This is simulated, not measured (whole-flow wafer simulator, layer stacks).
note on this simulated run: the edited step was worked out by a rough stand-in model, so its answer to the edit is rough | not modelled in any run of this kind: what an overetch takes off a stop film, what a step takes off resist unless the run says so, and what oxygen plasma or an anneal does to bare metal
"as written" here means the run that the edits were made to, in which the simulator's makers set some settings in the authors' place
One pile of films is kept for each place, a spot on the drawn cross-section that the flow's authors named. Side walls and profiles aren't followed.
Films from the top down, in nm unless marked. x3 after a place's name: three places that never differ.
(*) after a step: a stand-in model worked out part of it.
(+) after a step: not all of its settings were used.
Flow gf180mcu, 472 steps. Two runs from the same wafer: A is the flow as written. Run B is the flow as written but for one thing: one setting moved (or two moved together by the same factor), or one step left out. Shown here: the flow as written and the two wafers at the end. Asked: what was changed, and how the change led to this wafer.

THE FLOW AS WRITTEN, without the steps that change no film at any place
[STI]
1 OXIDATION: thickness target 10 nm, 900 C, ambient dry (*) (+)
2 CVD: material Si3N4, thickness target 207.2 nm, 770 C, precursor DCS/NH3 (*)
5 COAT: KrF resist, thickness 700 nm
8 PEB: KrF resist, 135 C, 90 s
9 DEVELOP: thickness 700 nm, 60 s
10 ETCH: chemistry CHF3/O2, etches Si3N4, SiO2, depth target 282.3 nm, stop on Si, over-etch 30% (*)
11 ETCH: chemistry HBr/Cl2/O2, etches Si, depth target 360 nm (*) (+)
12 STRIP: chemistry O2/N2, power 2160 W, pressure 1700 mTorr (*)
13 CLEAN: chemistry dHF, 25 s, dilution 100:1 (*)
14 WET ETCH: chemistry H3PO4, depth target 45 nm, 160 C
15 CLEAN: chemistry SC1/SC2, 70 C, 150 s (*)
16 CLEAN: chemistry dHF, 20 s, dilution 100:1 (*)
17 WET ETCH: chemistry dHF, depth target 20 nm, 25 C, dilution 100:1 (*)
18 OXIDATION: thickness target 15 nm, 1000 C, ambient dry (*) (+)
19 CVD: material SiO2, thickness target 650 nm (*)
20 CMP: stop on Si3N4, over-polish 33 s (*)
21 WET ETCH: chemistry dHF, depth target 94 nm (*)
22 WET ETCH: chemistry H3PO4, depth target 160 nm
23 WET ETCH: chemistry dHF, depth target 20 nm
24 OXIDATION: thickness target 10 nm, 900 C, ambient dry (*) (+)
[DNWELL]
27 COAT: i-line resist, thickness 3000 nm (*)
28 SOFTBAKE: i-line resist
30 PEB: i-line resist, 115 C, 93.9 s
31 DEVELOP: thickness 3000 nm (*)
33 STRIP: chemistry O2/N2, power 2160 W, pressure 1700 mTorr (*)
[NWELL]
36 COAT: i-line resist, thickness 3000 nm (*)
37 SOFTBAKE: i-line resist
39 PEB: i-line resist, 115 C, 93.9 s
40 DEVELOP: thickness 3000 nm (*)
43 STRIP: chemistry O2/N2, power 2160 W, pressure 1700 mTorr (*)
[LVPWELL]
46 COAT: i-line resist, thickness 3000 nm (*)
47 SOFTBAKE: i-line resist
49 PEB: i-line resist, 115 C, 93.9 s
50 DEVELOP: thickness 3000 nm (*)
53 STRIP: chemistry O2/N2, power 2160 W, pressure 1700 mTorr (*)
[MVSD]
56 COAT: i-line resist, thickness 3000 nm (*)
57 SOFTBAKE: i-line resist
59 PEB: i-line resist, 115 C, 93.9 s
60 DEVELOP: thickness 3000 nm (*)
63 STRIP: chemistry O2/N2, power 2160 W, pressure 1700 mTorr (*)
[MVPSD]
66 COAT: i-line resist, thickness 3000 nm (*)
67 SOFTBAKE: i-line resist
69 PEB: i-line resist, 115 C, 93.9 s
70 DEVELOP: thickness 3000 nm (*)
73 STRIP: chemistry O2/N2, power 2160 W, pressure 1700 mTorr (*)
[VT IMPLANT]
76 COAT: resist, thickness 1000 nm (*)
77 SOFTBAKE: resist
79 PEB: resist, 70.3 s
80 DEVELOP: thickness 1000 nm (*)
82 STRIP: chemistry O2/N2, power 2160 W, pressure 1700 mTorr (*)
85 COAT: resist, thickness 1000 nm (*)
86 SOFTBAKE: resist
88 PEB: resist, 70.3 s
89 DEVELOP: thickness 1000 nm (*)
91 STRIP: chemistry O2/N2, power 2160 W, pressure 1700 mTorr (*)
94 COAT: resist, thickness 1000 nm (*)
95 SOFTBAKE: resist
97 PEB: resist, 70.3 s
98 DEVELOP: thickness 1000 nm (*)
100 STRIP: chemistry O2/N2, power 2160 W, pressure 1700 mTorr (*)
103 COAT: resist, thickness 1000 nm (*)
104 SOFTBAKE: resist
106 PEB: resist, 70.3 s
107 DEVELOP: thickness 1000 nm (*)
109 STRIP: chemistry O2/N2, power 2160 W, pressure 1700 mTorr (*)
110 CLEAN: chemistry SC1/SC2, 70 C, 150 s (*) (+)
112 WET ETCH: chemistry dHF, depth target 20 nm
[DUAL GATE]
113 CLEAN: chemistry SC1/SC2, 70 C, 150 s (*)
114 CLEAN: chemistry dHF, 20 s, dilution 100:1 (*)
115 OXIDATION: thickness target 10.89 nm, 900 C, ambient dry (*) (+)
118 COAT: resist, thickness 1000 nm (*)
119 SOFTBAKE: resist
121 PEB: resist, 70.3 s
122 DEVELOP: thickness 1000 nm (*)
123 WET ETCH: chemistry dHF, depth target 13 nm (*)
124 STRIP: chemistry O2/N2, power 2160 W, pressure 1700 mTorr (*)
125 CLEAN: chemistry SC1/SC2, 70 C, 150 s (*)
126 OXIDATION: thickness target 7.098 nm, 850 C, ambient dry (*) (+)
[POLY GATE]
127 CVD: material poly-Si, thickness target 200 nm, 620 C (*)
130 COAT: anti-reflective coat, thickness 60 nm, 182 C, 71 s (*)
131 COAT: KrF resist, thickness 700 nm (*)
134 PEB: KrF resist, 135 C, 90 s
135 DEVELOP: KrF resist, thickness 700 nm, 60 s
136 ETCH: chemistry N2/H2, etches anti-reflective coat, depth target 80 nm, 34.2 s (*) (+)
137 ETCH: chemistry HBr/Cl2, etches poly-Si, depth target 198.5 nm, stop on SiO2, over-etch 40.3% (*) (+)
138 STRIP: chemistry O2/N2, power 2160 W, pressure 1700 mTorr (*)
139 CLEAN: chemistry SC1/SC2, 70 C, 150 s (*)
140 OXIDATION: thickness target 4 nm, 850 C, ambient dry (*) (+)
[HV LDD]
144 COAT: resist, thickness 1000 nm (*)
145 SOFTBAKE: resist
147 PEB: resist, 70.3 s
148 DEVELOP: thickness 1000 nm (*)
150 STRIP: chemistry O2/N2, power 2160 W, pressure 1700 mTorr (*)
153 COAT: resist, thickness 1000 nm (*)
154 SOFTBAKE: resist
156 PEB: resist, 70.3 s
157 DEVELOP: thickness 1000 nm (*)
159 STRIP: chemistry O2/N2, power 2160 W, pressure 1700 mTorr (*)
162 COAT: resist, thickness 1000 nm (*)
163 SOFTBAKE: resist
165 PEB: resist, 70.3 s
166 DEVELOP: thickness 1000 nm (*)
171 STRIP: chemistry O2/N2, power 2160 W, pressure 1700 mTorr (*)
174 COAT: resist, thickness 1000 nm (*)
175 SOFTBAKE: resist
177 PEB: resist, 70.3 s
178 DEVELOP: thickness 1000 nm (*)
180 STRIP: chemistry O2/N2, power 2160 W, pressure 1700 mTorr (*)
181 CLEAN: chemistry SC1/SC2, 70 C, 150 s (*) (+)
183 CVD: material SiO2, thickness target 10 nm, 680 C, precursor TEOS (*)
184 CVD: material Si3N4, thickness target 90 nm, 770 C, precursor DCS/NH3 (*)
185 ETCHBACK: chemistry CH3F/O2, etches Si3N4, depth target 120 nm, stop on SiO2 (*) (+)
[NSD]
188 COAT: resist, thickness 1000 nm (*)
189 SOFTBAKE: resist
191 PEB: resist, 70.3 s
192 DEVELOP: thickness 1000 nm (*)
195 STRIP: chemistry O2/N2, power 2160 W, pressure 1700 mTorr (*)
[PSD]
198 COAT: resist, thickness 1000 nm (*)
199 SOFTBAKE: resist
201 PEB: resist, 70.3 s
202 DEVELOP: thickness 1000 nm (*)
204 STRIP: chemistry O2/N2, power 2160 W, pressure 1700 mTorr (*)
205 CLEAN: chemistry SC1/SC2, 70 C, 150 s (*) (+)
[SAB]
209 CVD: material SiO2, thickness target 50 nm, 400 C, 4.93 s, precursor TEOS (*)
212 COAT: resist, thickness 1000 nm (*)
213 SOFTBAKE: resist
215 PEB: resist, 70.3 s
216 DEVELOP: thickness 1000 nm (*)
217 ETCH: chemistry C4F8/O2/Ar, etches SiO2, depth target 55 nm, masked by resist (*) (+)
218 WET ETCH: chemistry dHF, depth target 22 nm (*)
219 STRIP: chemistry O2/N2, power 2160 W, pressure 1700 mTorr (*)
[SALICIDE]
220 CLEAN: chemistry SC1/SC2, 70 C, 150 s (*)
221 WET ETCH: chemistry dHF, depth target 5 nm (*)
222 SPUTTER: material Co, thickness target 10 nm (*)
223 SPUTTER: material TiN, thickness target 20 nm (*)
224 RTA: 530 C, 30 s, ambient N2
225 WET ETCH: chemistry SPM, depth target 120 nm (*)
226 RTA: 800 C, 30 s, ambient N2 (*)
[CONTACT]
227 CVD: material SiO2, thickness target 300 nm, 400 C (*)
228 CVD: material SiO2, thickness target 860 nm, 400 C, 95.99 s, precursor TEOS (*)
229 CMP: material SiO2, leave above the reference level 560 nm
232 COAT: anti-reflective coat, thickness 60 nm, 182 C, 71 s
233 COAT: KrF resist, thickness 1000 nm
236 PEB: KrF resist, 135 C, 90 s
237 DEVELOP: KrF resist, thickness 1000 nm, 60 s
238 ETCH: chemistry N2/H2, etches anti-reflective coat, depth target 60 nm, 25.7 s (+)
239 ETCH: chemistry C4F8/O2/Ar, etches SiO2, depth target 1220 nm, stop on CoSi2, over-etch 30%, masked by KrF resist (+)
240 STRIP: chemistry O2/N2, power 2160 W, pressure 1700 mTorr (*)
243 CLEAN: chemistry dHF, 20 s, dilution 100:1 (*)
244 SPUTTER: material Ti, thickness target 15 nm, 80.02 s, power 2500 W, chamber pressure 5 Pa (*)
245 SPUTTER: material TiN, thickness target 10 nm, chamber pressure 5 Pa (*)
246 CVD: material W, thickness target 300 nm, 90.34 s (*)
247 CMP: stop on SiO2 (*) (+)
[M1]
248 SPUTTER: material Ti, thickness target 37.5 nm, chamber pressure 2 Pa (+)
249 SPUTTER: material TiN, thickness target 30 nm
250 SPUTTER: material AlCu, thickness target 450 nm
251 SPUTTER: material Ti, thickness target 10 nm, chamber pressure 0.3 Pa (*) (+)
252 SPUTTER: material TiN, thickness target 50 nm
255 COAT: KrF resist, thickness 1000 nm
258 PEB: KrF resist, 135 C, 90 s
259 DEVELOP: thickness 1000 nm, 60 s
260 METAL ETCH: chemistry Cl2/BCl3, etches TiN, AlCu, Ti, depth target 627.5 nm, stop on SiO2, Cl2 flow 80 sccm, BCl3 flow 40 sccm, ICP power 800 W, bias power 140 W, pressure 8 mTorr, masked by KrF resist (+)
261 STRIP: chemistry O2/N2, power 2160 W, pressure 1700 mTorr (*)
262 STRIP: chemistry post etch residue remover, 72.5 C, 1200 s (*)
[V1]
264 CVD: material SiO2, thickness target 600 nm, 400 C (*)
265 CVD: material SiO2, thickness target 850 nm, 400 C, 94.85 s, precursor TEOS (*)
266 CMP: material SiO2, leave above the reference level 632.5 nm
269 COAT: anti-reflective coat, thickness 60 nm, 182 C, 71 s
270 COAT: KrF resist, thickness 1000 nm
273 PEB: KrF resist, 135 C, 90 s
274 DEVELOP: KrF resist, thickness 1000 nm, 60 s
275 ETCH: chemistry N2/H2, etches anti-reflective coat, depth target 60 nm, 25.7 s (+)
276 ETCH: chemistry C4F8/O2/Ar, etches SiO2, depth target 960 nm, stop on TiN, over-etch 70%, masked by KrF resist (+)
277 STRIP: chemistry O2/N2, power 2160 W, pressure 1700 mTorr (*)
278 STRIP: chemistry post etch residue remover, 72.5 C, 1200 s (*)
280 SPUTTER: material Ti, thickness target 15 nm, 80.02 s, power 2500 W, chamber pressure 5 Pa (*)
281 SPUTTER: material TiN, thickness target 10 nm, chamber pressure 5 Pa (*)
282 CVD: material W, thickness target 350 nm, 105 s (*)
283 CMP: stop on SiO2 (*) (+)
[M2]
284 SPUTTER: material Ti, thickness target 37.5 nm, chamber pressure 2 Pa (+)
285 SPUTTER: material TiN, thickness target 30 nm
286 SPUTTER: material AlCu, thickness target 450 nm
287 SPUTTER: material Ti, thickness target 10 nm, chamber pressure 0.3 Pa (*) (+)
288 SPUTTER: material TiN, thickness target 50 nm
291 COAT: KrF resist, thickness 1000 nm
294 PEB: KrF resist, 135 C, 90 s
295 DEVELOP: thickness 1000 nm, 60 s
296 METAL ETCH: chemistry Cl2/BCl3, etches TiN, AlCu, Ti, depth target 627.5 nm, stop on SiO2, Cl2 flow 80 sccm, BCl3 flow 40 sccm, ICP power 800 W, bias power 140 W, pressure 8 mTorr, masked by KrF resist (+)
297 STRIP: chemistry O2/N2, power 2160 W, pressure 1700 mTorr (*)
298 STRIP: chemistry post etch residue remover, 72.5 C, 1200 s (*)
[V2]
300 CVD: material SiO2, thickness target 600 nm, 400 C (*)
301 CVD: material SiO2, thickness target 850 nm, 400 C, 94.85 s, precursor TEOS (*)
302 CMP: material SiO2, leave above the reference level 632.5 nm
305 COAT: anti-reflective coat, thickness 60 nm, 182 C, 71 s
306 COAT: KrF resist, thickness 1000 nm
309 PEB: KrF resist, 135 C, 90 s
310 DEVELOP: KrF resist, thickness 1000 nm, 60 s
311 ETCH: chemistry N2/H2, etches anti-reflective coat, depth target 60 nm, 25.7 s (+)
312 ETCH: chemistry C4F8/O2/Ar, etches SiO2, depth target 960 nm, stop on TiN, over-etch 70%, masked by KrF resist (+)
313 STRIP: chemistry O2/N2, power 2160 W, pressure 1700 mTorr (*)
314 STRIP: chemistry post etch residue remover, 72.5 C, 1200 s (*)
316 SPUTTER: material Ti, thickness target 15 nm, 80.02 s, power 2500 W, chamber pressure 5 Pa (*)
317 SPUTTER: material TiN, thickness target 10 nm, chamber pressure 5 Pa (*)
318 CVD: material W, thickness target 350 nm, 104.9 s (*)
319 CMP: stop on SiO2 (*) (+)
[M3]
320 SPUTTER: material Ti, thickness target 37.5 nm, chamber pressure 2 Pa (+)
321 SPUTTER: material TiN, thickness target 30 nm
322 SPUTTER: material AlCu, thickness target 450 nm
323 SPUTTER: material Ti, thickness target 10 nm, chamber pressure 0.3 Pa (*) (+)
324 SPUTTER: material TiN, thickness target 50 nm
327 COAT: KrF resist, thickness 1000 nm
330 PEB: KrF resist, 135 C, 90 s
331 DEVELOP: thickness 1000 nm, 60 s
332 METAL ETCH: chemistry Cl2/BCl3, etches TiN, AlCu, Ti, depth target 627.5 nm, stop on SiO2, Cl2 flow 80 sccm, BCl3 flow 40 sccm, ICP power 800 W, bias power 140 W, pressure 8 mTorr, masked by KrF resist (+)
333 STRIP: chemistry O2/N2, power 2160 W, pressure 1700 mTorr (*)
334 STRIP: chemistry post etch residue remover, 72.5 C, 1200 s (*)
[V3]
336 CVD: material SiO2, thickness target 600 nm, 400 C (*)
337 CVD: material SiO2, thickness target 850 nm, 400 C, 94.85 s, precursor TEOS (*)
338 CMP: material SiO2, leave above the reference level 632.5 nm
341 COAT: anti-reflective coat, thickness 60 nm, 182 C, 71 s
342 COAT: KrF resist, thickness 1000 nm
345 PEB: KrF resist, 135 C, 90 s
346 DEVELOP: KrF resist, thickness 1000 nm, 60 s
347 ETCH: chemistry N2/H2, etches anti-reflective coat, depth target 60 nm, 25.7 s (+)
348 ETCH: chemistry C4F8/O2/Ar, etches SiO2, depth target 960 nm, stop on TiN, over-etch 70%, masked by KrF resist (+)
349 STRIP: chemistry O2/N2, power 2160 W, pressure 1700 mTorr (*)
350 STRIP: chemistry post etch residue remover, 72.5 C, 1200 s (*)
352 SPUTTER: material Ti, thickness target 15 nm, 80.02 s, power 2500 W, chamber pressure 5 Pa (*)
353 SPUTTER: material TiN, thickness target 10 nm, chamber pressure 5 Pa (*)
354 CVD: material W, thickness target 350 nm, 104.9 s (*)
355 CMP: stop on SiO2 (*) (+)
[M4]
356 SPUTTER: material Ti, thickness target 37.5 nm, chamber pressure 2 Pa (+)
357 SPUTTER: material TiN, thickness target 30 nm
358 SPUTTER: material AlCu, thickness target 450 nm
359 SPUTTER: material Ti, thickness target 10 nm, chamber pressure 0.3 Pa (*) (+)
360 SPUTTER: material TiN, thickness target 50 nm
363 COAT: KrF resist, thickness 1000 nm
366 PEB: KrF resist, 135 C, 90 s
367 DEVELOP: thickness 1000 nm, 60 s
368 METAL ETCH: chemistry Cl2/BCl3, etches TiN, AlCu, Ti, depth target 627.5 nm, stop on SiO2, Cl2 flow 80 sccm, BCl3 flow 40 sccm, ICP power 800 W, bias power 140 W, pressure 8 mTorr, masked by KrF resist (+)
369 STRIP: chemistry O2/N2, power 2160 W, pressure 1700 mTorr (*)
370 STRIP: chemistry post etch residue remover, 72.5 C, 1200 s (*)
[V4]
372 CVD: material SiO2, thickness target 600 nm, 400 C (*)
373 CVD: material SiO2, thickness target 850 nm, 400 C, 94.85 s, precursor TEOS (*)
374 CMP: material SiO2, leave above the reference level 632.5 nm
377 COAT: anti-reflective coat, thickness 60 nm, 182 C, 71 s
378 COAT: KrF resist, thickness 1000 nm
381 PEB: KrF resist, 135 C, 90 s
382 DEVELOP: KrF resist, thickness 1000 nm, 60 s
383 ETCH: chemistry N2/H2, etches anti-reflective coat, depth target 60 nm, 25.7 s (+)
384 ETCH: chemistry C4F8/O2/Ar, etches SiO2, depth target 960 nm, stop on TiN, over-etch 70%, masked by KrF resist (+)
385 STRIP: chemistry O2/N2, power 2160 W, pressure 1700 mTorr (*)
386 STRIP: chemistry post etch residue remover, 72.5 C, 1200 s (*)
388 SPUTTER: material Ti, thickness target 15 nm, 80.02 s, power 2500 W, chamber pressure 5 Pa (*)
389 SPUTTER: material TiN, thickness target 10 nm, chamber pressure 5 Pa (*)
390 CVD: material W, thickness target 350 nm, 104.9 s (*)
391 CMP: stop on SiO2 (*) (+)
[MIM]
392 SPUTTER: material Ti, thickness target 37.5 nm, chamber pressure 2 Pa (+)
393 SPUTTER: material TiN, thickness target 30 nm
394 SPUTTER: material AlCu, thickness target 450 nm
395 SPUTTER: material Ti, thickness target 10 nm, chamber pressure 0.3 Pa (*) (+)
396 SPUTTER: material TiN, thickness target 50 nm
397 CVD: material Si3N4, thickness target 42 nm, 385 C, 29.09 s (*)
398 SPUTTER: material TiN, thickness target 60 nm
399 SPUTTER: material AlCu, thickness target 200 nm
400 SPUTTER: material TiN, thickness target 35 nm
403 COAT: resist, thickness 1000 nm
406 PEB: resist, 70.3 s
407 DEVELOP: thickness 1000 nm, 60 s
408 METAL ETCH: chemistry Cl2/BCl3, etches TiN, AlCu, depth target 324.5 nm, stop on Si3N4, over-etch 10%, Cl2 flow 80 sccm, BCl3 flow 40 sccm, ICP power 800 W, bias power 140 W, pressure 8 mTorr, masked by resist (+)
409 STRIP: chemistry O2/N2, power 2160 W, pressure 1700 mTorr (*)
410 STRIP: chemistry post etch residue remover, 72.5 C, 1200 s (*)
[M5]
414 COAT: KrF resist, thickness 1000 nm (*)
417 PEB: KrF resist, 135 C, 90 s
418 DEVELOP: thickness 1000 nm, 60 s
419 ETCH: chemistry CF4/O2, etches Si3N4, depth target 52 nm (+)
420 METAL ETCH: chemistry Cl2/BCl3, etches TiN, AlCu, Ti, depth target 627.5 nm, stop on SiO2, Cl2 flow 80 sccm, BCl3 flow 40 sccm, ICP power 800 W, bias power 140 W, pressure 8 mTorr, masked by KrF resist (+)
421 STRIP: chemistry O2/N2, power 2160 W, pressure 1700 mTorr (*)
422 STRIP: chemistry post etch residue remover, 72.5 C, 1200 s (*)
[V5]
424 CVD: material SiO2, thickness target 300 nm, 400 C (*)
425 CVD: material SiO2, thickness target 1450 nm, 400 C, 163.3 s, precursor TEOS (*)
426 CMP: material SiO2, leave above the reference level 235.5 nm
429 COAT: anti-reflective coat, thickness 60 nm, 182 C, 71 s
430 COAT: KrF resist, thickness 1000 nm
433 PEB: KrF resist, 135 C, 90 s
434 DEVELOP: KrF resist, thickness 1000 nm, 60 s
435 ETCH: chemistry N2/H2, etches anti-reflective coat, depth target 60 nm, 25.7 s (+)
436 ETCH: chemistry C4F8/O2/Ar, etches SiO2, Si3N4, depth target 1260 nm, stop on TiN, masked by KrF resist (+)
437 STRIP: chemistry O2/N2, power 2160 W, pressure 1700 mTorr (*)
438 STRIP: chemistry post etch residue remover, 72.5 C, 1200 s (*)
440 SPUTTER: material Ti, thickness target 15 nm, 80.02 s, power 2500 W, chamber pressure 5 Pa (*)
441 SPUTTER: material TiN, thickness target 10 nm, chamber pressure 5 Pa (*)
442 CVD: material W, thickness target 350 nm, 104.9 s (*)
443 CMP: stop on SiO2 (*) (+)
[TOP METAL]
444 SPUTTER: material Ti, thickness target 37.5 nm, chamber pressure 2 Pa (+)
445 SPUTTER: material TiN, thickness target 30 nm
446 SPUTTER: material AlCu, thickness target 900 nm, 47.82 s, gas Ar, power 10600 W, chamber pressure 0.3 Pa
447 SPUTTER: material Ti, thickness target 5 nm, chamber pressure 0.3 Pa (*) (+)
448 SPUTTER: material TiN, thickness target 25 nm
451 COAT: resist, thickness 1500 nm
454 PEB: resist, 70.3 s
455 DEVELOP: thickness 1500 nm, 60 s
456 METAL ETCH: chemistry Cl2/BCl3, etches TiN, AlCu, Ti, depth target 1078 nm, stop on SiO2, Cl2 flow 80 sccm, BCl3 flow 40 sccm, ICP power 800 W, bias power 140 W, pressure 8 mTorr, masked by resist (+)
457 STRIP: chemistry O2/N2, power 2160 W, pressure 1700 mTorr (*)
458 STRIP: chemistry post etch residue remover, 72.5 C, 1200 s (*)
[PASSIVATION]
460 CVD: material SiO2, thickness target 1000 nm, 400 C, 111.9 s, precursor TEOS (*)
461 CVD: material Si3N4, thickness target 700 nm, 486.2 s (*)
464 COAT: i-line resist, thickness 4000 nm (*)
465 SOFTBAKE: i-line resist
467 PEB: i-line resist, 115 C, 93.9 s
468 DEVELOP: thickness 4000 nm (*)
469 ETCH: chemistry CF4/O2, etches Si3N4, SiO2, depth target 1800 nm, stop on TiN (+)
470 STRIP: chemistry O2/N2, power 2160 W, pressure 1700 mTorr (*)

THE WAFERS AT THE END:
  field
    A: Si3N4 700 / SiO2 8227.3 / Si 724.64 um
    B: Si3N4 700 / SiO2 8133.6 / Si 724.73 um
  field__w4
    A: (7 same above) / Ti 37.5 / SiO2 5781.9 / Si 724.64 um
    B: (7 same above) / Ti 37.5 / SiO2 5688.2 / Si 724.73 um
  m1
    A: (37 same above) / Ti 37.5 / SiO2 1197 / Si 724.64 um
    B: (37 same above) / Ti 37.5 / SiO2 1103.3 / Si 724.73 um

The cause: step 11, ETCH: depth target 266 nm was run, where the flow has depth target 360 nm.

How the change led to this, step by step:
  11 ETCH: chemistry HBr/Cl2/O2, etches Si, depth target 360 nm (*) (+)
      active, n_well, p_well and 40 more: A KrF resist -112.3 | B KrF resist -81
      field, field_sub, sti and 34 more: A Si -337 | B Si -243
  12 STRIP: chemistry O2/N2, power 2160 W, pressure 1700 mTorr (*)
      active, n_well, p_well and 40 more: A KrF resist -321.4 (all of it) | B KrF resist -352.7 (all of it)
  19 CVD: material SiO2, thickness target 650 nm (*)
      m1, ld_fp_n, ld_drift_n and 8 more: A SiO2 +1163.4 | B SiO2 +1069.4
  20 CMP: stop on Si3N4, over-polish 33 s (*)
      sti, mim_1p0, pad and 11 more: A SiO2 -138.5 | B SiO2 -232.5
      nw_enc_fld, nw_enc_fld_lv: A SiO2 -142.5 | B SiO2 -236.5
      (and at 10 more places)
  189 SOFTBAKE: resist
      field__w9: A resist +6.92 | B resist -3.05
  199 SOFTBAKE: resist
      field__w9: A resist +6.92 | B resist -3.05
